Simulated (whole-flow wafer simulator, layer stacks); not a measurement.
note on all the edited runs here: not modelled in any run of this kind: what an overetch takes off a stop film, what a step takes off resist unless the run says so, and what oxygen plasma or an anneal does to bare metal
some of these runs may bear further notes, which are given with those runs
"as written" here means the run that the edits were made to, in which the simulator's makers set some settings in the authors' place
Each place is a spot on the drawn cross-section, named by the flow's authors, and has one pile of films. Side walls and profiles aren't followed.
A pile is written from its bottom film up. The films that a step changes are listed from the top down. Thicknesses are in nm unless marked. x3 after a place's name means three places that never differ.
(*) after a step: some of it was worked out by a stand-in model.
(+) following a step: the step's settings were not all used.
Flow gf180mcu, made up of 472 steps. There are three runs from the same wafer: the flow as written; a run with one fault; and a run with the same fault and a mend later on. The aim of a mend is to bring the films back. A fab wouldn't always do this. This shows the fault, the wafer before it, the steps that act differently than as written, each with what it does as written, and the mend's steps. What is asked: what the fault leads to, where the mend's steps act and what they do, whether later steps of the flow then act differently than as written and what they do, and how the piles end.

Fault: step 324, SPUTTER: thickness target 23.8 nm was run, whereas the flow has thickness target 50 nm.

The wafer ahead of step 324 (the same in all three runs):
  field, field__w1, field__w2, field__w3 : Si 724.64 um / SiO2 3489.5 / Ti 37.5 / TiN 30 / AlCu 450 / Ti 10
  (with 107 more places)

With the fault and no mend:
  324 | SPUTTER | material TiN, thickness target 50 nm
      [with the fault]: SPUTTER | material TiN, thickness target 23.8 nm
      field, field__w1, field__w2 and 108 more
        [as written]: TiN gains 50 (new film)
        [with the fault]: TiN gains 23.8 (new film)
  Steps later in the flow that act otherwise than as written (2 more steps, not shown, differ only slightly: by at most 2% or 0.5 nm, whichever is larger):
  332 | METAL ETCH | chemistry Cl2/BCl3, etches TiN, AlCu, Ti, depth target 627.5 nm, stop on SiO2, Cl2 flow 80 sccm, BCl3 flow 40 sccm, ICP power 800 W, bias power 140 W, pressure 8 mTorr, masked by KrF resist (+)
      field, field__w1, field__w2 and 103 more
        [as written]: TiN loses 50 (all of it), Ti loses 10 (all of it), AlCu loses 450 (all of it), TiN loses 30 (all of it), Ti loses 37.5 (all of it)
        [with the fault]: TiN loses 23.8 (all of it), Ti loses 10 (all of it), AlCu loses 450 (all of it), TiN loses 30 (all of it), Ti loses 37.5 (all of it)
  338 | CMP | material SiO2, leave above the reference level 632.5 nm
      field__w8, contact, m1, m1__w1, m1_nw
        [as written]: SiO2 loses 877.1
        [with the fault]: SiO2 loses 850.9
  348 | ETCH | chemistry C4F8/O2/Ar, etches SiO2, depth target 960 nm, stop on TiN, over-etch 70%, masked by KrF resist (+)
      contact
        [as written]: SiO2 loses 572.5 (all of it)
        [with the fault]: SiO2 loses 598.7 (all of it)
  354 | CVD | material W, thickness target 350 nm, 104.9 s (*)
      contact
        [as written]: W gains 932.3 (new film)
        [with the fault]: W gains 958.7 (new film)
  By the end, the piles at field__w8, contact, m1, m1__w1, m1_nw depart from the flow's by more than 2% or 0.5 nm, whichever is larger.
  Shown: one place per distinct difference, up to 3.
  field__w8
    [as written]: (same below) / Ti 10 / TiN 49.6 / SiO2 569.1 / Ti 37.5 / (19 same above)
    [with the fault]: (same below) / Ti 10 / TiN 23.4 / SiO2 595.3 / Ti 37.5 / (19 same above)
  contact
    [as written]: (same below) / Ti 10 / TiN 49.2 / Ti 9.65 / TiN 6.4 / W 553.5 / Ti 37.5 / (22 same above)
    [with the fault]: (same below) / Ti 10 / TiN 23 / Ti 9.51 / TiN 6.31 / W 579.9 / Ti 37.5 / (22 same above)

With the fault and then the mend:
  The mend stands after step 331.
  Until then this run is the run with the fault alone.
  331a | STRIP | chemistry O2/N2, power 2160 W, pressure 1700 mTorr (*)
      field__w8, contact, m1, m1__w1, m1_nw
        KrF resist loses 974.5 (all of it)
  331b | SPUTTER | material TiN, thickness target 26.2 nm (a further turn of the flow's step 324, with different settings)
      field, field__w1, field__w2 and 108 more
        TiN gains 26.2
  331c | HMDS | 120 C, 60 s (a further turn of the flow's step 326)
      does not change any film at any place that is followed
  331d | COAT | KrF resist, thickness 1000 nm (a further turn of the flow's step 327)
      field, field__w1, field__w2 and 108 more
        KrF resist gains 1000 (new film)
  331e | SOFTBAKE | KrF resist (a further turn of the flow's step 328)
      does not change any film at any place that is followed
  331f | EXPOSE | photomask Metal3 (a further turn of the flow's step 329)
      does not change any film at any place that is followed
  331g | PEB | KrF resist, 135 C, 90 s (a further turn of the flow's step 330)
      field, field__w1, field__w2 and 108 more
        KrF resist loses 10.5
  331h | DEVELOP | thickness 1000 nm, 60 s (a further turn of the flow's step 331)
      field, field__w1, field__w2 and 103 more
        KrF resist loses 989.5 (all of it)
      field__w8, contact, m1, m1__w1, m1_nw
        KrF resist loses 14.9
  Later steps of the flow that are run all act as written at every place that is followed.
  By the end, the piles equal the flow's at every place that both follow.
